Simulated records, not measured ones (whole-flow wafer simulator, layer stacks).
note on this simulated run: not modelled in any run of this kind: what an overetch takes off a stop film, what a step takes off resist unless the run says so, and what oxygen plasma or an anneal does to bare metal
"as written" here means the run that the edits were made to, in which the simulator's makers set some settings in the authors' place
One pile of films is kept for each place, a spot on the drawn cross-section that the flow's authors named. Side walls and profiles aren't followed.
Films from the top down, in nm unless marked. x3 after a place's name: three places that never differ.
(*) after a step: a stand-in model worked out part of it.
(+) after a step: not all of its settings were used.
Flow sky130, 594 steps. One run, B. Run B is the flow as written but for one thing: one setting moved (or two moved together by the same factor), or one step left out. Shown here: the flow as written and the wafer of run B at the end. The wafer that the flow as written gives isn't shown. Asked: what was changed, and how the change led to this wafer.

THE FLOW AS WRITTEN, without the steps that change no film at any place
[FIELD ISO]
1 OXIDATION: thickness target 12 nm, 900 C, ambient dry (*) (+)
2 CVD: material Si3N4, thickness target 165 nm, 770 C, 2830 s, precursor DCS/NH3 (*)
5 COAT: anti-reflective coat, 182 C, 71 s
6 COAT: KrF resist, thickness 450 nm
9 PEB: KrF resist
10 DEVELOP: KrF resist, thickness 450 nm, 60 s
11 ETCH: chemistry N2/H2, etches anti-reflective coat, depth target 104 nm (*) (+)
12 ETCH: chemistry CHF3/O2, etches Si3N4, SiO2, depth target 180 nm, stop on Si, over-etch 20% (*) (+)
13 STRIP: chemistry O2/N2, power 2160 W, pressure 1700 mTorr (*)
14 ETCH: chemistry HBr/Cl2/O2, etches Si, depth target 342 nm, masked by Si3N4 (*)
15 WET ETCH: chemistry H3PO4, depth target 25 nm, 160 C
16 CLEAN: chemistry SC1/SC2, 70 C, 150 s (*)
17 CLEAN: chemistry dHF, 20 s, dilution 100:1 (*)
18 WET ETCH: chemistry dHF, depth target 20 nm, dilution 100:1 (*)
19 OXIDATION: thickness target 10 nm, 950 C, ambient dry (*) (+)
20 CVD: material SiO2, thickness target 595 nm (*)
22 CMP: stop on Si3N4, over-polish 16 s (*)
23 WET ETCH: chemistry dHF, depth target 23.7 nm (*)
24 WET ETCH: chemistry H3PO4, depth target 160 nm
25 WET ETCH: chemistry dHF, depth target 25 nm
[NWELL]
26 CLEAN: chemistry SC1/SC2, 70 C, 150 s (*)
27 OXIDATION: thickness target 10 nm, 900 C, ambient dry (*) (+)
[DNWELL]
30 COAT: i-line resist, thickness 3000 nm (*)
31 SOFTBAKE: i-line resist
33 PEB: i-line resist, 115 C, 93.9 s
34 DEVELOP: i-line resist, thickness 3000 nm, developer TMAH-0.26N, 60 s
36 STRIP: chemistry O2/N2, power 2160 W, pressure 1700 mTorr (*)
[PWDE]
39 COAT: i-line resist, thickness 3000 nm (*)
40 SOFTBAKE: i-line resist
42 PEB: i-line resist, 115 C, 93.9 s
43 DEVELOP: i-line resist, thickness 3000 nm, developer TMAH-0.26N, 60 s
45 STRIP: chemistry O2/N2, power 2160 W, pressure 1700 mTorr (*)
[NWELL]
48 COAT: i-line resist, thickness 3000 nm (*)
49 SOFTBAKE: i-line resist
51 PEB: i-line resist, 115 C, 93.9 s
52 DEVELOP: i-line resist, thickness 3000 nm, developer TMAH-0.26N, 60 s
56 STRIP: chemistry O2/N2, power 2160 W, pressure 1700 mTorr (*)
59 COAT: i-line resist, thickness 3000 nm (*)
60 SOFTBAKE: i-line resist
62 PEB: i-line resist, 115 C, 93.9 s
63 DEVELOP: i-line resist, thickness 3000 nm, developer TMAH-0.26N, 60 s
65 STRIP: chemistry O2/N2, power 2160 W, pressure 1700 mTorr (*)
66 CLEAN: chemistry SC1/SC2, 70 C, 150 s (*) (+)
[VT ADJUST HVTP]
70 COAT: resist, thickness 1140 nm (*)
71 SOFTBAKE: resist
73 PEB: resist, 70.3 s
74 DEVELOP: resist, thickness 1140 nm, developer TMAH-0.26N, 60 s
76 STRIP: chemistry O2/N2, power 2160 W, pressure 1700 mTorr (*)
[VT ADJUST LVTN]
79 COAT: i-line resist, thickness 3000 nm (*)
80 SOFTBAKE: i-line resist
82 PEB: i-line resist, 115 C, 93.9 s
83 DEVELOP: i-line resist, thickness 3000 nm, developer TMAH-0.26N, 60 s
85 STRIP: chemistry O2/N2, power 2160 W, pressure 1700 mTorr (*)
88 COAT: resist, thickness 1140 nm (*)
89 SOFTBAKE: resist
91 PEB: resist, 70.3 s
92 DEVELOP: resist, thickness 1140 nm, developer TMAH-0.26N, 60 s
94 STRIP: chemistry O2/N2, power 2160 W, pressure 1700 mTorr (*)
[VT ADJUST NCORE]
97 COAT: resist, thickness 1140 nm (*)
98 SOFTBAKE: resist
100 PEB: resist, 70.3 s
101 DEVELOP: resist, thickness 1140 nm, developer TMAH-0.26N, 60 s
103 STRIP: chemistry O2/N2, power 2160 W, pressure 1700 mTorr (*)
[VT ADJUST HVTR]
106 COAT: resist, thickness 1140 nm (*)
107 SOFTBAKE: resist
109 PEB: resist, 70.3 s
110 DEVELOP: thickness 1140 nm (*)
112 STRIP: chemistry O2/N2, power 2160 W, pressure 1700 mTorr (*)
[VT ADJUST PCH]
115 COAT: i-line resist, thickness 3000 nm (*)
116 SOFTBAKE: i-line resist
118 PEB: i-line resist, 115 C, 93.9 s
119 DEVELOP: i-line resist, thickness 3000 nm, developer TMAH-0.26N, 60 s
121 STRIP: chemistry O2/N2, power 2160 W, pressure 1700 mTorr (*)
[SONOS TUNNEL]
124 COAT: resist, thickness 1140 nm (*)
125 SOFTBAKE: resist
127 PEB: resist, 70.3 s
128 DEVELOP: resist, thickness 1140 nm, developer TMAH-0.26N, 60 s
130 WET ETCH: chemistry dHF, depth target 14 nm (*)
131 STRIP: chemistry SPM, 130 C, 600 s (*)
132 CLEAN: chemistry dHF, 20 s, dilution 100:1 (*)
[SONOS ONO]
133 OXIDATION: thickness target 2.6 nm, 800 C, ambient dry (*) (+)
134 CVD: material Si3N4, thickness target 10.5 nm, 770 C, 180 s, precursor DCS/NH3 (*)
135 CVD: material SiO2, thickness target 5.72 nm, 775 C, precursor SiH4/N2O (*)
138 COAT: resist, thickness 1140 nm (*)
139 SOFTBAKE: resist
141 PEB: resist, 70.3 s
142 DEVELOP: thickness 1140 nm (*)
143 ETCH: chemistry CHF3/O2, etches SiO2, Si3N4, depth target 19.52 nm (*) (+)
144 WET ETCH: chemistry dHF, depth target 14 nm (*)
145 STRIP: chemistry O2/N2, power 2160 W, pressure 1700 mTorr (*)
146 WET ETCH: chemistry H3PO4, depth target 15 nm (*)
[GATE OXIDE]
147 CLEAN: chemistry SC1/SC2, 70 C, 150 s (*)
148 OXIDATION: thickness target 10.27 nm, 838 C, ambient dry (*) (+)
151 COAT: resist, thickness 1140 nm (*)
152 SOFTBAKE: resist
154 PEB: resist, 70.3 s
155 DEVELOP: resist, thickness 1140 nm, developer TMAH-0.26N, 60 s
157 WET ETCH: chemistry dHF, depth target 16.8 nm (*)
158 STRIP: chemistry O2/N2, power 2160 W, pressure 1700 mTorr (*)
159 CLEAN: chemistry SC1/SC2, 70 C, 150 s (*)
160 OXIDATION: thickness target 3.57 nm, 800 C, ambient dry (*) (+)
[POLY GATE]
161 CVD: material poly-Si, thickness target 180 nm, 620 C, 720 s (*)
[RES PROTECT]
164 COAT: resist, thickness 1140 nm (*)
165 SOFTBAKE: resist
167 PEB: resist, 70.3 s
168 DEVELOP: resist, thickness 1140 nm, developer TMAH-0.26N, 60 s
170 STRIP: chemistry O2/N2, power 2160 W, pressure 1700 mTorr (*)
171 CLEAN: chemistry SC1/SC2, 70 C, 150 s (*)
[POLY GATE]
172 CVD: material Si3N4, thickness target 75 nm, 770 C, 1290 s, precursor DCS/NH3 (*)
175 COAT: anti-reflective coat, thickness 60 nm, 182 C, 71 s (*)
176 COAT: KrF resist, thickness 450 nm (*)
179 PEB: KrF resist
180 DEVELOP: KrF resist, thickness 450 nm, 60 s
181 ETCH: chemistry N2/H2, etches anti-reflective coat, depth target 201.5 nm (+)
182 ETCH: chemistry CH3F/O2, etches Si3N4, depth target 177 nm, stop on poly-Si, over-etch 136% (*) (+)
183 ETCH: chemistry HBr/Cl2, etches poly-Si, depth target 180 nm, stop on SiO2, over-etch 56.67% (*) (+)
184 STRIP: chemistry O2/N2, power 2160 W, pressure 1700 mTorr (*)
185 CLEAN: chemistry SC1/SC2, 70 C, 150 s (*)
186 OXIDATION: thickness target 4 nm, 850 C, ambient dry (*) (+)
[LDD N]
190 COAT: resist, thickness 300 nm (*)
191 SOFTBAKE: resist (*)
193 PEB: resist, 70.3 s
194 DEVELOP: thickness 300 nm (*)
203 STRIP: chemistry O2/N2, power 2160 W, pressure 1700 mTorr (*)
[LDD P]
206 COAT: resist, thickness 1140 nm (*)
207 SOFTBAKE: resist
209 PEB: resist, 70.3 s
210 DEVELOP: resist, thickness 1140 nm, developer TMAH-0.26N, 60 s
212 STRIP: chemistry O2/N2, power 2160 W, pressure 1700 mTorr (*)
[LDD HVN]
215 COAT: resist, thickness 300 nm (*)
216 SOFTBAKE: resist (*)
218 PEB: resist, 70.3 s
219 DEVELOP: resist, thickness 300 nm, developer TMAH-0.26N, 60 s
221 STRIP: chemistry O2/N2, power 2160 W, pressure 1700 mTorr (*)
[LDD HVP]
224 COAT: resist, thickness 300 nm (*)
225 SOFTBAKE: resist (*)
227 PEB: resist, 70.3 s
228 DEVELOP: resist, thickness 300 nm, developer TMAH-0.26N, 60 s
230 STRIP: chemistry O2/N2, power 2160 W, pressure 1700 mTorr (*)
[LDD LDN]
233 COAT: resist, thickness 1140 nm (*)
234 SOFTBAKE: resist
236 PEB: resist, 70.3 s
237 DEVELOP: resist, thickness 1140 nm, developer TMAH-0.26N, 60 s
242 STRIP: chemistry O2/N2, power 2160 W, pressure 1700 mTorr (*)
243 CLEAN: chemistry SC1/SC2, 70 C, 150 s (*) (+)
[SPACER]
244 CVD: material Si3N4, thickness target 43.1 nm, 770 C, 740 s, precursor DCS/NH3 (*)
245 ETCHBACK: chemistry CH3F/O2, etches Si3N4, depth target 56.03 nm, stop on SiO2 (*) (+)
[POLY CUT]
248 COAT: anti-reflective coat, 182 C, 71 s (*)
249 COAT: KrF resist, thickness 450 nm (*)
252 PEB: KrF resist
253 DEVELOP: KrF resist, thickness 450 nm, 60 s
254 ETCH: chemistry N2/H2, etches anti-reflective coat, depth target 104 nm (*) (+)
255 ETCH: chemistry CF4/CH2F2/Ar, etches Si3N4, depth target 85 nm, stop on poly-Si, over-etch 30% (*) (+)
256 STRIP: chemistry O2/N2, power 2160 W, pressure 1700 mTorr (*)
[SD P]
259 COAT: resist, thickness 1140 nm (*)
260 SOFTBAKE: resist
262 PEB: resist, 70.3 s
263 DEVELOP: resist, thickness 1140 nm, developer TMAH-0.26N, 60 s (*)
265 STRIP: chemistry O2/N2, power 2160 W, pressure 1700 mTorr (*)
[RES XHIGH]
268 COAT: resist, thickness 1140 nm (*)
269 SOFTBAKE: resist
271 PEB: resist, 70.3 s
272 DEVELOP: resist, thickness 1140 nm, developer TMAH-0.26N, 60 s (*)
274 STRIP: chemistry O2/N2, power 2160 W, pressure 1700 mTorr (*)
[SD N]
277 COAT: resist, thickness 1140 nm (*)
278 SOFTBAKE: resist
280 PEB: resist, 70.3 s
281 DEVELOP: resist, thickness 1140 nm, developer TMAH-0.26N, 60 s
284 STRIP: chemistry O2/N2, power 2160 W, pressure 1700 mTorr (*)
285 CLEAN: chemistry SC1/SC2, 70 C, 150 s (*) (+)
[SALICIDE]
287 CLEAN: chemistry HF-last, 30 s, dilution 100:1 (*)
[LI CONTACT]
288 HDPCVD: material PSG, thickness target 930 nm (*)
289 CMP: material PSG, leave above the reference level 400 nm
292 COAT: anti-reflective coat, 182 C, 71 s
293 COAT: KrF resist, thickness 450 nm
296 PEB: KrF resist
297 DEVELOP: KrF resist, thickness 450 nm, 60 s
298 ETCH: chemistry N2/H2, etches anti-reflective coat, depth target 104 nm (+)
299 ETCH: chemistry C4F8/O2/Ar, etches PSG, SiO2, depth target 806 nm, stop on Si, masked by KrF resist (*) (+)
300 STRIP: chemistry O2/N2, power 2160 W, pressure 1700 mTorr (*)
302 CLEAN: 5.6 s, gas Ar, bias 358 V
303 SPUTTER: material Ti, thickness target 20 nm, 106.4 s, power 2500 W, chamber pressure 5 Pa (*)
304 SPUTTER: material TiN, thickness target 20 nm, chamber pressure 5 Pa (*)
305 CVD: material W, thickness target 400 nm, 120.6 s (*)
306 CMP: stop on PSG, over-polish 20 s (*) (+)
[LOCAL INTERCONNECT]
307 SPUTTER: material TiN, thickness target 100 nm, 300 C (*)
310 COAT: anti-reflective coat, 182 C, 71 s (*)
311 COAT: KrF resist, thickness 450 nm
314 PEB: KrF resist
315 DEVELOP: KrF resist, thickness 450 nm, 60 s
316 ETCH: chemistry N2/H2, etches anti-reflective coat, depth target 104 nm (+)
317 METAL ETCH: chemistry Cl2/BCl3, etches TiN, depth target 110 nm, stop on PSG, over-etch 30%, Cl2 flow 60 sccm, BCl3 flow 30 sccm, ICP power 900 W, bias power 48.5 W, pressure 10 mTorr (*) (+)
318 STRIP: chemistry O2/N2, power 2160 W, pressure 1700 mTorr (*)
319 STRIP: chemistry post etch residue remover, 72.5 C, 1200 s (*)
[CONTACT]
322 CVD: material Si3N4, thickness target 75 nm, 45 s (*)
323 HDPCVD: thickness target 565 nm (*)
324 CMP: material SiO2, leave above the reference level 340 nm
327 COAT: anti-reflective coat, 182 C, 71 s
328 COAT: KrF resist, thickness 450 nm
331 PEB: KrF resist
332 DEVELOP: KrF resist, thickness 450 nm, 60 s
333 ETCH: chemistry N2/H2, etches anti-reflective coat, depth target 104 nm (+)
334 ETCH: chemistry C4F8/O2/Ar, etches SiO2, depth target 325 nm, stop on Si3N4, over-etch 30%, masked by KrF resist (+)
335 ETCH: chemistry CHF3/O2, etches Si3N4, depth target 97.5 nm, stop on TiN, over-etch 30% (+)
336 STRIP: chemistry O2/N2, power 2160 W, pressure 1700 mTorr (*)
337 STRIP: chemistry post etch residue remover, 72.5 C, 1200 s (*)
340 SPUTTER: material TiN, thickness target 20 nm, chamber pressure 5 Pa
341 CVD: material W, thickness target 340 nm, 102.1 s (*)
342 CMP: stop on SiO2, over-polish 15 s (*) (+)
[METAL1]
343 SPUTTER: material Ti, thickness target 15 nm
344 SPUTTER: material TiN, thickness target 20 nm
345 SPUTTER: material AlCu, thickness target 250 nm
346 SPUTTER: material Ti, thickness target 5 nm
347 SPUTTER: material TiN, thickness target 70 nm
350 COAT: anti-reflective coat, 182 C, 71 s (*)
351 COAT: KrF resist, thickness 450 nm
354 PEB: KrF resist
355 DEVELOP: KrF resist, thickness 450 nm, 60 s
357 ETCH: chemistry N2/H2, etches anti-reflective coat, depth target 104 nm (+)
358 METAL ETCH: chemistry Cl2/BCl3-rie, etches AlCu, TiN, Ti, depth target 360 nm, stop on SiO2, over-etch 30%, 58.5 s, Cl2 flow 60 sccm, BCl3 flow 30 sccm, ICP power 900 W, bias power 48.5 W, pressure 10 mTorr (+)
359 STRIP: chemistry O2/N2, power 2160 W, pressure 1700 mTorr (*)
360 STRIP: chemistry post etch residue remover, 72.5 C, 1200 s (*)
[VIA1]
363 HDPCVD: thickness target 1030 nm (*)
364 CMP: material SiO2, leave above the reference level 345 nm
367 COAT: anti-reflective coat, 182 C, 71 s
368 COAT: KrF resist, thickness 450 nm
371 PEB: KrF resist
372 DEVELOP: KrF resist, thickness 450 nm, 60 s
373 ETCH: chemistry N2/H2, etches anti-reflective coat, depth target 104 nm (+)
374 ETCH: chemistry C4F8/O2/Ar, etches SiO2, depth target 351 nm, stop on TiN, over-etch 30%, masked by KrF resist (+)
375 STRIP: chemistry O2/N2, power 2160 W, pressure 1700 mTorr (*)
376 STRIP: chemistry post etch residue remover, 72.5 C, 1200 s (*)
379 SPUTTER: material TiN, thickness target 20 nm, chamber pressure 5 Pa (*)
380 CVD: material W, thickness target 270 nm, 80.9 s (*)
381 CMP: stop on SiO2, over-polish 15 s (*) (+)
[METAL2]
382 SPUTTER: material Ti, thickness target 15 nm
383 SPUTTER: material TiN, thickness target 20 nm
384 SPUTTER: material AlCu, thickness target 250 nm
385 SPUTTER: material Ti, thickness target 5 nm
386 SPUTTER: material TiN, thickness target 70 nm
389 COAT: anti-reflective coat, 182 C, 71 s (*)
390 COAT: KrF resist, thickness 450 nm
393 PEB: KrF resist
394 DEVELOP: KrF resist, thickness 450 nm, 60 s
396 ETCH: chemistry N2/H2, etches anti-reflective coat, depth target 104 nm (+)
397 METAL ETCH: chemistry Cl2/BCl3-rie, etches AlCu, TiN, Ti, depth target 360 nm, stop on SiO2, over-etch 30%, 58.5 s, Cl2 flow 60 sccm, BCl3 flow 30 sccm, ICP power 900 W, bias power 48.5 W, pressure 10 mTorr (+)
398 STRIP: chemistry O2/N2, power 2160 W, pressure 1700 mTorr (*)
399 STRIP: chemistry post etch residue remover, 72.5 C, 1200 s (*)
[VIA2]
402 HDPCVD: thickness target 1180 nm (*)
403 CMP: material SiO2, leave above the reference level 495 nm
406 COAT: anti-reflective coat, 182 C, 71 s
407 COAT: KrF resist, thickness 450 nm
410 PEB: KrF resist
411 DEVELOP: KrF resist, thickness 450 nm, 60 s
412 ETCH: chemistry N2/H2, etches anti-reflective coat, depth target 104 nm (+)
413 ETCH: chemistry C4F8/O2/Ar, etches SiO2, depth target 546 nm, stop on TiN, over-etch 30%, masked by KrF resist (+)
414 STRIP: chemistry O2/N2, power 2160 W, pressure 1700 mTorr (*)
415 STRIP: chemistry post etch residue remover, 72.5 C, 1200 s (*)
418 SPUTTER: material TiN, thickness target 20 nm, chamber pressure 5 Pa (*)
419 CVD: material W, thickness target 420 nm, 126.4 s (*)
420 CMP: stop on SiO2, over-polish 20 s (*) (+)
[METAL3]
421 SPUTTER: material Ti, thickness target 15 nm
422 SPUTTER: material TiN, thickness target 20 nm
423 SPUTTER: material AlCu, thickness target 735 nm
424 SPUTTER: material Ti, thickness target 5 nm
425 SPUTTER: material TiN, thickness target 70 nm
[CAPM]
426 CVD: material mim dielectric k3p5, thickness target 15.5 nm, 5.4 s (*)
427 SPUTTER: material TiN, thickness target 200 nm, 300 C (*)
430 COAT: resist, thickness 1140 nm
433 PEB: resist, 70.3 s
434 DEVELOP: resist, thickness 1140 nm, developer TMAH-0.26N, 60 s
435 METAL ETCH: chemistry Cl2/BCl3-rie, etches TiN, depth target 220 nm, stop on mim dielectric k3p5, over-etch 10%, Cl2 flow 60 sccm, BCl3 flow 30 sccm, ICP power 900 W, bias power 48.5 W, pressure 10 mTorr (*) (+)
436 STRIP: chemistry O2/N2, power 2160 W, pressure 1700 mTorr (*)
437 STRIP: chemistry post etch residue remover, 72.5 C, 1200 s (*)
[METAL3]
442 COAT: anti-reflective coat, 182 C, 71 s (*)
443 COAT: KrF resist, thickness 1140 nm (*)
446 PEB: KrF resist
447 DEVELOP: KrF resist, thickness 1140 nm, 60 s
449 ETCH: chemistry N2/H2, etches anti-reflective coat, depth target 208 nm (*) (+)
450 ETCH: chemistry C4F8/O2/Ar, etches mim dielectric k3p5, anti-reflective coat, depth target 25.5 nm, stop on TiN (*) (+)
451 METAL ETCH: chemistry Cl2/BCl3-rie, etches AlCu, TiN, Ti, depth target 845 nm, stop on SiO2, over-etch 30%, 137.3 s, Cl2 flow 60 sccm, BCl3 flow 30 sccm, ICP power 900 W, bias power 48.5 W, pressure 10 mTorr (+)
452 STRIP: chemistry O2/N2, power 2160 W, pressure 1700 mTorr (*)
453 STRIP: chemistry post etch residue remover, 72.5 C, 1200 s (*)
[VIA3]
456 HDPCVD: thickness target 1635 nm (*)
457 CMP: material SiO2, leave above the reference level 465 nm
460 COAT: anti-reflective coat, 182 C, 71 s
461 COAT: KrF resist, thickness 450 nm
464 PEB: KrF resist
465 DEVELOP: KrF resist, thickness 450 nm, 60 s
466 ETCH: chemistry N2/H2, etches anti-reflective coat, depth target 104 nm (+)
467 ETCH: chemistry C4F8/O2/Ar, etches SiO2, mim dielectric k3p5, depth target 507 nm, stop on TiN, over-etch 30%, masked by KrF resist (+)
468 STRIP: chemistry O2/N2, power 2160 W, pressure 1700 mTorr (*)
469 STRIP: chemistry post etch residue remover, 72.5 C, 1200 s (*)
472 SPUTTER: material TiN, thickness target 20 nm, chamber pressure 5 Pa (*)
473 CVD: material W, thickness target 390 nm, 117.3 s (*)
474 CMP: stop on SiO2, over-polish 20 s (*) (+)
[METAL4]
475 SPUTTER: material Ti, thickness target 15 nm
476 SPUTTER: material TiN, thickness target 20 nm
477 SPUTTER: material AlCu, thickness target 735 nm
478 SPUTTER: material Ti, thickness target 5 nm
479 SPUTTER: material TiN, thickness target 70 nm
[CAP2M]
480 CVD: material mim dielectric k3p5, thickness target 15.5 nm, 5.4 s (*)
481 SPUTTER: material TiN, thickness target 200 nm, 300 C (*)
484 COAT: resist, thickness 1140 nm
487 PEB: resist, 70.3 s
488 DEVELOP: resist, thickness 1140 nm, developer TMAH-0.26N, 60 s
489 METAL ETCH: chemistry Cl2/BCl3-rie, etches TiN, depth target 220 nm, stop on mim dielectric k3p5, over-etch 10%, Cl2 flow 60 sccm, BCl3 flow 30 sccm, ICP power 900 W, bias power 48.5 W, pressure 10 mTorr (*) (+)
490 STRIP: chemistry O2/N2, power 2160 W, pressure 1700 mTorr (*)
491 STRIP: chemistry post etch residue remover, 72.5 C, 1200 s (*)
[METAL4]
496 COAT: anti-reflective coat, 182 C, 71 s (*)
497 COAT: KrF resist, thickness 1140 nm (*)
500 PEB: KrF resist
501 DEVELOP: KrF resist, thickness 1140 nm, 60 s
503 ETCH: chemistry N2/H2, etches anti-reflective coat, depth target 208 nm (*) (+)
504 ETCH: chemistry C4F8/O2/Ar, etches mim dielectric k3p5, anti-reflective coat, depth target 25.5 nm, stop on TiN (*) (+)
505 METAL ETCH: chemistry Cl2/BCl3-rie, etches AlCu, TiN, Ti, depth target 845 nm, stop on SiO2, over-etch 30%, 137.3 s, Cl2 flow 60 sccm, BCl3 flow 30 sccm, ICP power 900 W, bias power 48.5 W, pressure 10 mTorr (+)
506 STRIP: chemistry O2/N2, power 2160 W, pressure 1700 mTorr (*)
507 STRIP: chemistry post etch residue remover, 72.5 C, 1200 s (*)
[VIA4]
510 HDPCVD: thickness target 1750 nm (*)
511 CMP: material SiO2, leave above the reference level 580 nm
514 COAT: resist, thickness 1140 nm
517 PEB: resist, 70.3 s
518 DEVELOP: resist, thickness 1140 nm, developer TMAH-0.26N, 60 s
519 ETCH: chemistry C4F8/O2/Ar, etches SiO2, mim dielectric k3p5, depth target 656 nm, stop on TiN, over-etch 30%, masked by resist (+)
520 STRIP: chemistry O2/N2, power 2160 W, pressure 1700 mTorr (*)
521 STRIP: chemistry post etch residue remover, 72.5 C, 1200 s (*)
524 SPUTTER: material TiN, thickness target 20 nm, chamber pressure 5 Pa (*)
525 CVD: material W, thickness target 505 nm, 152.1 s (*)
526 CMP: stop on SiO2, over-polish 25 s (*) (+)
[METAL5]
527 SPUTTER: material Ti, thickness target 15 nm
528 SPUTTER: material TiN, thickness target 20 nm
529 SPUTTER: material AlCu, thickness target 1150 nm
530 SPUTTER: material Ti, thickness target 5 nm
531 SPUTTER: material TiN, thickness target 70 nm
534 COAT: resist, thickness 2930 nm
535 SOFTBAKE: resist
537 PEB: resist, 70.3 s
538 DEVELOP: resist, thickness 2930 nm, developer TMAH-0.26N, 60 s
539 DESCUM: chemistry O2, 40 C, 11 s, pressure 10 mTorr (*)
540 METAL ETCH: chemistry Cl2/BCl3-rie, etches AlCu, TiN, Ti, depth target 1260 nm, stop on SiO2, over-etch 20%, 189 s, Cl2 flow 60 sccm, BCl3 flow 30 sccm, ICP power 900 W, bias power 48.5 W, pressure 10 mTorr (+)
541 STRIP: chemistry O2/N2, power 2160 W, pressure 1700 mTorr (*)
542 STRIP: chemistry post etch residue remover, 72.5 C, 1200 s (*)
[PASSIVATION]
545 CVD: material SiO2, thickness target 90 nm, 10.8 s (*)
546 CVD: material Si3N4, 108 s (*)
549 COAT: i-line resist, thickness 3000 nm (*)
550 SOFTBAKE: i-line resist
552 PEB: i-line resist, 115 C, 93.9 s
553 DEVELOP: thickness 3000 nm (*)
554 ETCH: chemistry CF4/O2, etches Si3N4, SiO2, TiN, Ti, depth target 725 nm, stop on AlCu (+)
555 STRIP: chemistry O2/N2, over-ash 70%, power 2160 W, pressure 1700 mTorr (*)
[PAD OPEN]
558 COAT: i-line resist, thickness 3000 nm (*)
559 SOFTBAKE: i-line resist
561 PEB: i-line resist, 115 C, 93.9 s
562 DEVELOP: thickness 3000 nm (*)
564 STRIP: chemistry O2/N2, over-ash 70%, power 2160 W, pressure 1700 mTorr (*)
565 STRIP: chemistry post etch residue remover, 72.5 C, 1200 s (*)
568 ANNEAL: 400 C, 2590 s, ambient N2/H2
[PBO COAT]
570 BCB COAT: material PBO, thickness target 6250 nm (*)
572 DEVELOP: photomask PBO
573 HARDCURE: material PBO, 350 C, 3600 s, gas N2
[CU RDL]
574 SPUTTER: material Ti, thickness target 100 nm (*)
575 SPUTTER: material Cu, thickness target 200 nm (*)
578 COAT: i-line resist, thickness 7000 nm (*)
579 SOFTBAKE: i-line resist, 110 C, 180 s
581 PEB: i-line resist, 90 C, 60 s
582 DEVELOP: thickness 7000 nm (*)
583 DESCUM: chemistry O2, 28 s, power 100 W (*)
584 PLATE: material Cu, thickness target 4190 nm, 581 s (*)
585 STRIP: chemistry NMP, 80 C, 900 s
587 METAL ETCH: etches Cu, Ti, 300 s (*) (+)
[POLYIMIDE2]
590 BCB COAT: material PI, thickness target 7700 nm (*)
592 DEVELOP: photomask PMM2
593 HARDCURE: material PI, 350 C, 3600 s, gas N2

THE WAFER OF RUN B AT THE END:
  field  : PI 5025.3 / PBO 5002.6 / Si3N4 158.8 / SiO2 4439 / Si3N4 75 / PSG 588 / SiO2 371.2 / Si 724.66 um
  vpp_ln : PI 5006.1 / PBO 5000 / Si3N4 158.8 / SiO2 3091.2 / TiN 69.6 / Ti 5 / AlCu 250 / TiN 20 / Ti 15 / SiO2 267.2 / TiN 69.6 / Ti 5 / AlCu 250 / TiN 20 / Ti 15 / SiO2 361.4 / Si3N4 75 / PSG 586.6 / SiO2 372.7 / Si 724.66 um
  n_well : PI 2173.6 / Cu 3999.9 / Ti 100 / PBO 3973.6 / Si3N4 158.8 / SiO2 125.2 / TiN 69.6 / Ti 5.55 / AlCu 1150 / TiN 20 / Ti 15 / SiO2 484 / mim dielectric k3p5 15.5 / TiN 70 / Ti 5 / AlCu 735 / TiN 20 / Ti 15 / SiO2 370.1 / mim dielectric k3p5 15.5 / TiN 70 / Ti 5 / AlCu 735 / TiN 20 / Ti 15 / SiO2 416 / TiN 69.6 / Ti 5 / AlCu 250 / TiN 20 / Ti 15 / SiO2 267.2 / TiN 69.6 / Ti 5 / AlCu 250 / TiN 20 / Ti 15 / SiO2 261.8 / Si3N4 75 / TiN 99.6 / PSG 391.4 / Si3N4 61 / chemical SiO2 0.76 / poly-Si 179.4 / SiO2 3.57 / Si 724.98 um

The cause: step 530, SPUTTER: thickness target 5.55 nm was run, where the flow has thickness target 5 nm.
It can be read off the wafer: n_well has Ti 5.55, and step 530 as written asks for 5 nm.

How the change led to this, step by step:
  530 SPUTTER: material Ti, thickness target 5 nm
      field, active, n_well and 190 more: Ti +5.55 (new film) (as written it would be: Ti +5 (new film))
  540 METAL ETCH: chemistry Cl2/BCl3-rie, etches AlCu, TiN, Ti, depth target 1260 nm, stop on SiO2, over-etch 20%, 189 s, Cl2 flow 60 sccm, BCl3 flow 30 sccm, ICP power 900 W, bias power 48.5 W, pressure 10 mTorr (+)
      field, active, gate and 175 more: TiN -70 (all of it), Ti -5.55 (all of it), AlCu -1150 (all of it), TiN -20 (all of it), Ti -15 (all of it), SiO2 -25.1 (as written it would be: TiN -70 (all of it), Ti -5 (all of it), AlCu -1150 (all of it), TiN -20 (all of it), Ti -15 (all of it), SiO2 -25.2)
  554 ETCH: chemistry CF4/O2, etches Si3N4, SiO2, TiN, Ti, depth target 725 nm, stop on AlCu (+)
      pad: Si3N4 -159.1 (all of it), SiO2 -125.2 (all of it), TiN -69.6 (all of it), Ti -5.55 (all of it) (as written it would be: Si3N4 -159.1 (all of it), SiO2 -125.2 (all of it), TiN -69.6 (all of it), Ti -5 (all of it))
